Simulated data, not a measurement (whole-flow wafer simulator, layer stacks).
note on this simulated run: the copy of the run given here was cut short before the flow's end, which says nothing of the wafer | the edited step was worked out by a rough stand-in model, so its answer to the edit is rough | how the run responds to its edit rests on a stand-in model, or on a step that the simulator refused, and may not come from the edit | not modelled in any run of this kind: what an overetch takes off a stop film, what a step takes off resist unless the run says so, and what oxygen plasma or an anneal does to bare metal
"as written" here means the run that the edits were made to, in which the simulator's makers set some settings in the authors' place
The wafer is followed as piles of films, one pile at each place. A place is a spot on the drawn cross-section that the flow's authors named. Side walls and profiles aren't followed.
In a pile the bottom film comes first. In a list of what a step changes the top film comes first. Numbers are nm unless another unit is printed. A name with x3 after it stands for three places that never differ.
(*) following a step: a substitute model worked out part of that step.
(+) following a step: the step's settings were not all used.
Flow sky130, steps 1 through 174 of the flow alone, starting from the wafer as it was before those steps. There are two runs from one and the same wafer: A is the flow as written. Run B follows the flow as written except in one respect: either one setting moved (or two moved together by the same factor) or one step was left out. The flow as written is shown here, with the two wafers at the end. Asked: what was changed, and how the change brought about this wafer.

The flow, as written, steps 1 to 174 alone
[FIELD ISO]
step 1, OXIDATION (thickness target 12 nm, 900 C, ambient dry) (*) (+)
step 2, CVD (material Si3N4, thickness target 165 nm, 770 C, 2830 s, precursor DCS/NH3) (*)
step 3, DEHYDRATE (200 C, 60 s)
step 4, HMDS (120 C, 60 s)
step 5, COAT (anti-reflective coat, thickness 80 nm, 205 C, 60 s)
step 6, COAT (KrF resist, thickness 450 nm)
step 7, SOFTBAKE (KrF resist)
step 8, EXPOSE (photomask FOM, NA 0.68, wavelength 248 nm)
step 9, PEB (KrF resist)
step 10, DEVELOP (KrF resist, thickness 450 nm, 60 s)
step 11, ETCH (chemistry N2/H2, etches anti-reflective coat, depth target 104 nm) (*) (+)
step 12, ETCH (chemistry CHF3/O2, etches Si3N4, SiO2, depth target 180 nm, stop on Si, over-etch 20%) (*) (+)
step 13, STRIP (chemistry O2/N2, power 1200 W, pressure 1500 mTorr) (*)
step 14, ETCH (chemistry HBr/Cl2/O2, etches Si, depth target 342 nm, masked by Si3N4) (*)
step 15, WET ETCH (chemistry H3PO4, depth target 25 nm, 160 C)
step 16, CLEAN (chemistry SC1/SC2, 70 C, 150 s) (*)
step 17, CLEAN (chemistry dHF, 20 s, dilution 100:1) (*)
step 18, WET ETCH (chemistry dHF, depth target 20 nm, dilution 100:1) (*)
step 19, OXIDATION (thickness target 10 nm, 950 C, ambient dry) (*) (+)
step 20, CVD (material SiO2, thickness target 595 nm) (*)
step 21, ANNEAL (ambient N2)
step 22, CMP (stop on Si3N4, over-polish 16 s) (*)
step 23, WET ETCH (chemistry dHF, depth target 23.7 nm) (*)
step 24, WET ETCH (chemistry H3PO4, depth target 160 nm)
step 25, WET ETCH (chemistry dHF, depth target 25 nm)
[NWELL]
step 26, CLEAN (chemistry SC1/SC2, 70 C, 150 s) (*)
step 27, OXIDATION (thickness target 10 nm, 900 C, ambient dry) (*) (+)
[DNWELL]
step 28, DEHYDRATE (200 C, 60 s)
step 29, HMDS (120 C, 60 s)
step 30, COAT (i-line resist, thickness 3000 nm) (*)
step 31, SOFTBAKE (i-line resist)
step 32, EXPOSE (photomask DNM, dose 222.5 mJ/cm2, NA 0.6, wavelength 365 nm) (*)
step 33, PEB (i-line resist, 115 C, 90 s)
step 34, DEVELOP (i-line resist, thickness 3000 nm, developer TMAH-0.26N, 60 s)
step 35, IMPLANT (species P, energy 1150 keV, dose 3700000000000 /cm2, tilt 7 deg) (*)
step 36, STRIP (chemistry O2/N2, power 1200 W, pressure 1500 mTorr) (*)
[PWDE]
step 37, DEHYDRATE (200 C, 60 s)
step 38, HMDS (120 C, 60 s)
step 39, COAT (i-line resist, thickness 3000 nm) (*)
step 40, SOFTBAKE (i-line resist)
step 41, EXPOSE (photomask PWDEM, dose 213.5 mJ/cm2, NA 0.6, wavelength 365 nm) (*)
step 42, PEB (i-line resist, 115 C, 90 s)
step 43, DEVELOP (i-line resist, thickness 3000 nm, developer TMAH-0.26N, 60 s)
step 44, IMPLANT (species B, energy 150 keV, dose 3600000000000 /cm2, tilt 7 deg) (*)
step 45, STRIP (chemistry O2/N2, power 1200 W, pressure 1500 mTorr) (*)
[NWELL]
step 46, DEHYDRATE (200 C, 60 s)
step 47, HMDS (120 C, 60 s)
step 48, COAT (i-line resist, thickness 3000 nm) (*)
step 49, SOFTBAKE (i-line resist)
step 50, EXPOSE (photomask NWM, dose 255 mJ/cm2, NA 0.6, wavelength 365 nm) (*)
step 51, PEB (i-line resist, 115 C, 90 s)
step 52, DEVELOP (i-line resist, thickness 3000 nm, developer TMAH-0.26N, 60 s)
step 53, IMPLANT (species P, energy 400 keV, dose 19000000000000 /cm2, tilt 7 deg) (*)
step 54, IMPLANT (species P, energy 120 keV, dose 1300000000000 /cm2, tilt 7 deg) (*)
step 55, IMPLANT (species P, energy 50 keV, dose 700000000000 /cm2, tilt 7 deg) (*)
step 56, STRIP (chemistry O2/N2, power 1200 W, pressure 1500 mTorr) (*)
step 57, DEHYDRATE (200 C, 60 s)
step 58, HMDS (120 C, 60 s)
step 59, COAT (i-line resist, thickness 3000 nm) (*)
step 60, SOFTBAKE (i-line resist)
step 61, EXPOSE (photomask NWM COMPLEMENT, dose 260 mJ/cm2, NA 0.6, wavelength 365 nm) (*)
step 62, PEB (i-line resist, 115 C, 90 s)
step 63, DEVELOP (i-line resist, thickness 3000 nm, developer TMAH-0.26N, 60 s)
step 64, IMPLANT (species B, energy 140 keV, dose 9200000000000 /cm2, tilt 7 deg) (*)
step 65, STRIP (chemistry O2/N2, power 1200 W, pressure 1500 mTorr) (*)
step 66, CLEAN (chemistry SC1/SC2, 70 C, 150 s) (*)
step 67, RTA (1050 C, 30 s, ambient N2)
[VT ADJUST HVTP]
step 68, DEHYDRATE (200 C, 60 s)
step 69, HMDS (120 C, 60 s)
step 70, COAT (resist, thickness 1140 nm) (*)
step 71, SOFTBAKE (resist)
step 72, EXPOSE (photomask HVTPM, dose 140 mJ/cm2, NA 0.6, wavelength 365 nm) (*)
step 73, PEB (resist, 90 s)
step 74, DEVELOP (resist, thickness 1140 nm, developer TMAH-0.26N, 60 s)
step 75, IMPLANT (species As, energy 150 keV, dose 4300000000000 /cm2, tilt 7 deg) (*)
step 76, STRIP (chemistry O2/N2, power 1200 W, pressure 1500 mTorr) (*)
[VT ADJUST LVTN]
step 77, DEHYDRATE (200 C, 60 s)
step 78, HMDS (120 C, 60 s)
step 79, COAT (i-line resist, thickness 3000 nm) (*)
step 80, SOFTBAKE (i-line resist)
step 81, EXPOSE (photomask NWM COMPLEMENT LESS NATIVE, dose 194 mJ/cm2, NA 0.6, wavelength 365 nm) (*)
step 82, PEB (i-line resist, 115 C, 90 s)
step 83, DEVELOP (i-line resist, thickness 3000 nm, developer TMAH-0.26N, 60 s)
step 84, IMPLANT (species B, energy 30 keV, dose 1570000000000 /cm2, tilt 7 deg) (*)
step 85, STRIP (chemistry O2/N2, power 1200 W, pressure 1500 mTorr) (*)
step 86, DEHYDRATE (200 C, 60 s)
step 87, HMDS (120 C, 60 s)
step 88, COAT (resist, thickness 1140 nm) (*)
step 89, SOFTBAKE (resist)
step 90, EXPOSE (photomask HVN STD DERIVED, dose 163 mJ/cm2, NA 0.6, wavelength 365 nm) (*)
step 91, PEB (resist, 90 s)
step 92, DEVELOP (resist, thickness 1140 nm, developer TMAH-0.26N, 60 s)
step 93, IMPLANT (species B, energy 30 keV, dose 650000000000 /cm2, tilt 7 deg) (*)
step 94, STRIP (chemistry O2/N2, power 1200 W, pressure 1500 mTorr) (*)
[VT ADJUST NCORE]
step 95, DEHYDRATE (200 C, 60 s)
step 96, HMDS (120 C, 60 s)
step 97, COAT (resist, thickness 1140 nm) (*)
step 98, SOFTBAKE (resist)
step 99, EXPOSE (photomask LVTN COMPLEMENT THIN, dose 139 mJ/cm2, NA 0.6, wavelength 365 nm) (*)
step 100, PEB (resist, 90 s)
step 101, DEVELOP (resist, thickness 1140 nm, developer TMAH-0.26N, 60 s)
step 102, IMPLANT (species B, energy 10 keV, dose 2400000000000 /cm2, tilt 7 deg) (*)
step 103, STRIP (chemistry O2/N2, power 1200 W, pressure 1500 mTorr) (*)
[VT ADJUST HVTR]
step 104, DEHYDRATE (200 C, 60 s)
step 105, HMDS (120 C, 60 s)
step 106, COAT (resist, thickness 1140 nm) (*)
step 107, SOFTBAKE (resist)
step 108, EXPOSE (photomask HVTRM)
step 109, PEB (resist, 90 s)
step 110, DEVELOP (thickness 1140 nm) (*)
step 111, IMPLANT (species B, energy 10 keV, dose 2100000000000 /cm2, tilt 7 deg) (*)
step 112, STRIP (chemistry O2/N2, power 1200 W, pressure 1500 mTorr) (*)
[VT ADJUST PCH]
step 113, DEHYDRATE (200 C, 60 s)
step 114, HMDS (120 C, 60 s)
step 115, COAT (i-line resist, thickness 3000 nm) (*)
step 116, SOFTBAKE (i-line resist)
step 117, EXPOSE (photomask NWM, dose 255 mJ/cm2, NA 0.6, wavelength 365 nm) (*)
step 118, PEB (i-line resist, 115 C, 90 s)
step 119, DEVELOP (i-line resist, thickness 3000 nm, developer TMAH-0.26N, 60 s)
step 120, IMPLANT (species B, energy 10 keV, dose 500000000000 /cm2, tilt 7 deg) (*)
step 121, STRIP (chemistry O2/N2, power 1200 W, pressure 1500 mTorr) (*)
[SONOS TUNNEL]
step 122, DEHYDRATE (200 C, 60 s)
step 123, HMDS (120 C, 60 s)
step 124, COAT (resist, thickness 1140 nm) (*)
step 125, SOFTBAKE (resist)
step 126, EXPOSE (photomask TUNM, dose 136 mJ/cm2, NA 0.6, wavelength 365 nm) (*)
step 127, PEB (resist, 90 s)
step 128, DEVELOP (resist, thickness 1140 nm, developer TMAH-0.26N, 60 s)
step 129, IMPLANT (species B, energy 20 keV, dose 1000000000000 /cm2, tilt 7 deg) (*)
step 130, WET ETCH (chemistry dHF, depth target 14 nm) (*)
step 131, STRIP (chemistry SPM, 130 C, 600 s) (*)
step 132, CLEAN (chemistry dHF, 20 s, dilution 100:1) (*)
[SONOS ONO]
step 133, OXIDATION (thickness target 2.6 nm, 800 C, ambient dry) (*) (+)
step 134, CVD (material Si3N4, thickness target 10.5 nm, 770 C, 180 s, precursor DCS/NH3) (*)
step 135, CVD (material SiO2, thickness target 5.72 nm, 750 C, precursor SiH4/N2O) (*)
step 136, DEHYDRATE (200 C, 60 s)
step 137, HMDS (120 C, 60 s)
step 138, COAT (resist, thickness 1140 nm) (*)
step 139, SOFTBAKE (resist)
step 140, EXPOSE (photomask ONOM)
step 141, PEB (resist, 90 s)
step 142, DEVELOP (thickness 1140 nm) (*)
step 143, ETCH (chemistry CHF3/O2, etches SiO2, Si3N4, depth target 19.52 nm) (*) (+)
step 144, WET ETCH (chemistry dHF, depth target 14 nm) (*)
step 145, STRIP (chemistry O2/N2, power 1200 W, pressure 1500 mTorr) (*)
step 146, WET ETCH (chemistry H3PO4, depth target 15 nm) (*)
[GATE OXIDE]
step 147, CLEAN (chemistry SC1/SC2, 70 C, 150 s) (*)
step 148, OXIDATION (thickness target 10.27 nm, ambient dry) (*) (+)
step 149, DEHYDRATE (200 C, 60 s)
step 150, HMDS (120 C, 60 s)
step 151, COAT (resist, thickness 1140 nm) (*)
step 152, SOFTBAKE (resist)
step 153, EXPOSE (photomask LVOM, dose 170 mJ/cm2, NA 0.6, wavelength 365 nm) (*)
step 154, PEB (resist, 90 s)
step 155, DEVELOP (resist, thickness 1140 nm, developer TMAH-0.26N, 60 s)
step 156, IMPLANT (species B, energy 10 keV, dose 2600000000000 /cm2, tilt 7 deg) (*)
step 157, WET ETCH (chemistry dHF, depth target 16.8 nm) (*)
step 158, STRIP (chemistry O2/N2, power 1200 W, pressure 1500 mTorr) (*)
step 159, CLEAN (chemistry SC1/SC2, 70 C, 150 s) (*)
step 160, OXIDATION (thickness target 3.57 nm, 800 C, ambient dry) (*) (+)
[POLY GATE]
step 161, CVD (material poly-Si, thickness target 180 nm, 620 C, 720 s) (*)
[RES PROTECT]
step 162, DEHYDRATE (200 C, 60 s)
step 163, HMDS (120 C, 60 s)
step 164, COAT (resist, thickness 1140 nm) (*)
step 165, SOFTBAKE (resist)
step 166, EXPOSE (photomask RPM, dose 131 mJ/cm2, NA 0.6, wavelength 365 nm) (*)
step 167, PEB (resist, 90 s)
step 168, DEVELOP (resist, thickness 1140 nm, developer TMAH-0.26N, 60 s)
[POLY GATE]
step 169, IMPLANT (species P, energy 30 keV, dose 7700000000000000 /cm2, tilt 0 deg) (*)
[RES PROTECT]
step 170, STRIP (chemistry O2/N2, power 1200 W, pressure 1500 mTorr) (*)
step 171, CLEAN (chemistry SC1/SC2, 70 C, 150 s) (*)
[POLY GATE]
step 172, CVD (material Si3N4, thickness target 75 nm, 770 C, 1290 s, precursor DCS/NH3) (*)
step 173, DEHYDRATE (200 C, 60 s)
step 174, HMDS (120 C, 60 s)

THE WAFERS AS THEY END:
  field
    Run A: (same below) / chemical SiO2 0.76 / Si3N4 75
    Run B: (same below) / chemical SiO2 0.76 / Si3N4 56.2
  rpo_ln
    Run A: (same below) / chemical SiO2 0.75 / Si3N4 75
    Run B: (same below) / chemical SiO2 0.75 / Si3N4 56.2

Cause: step 172, CVD: 752 C was run, whereas the flow has 770 C.

How this came from the change, step by step:
  step 172, CVD (material Si3N4, thickness target 75 nm, 770 C, 1290 s, precursor DCS/NH3) (*)
      field, active, n_well and 187 more: A Si3N4 gains 75 (new film) | B Si3N4 gains 56.2 (new film)
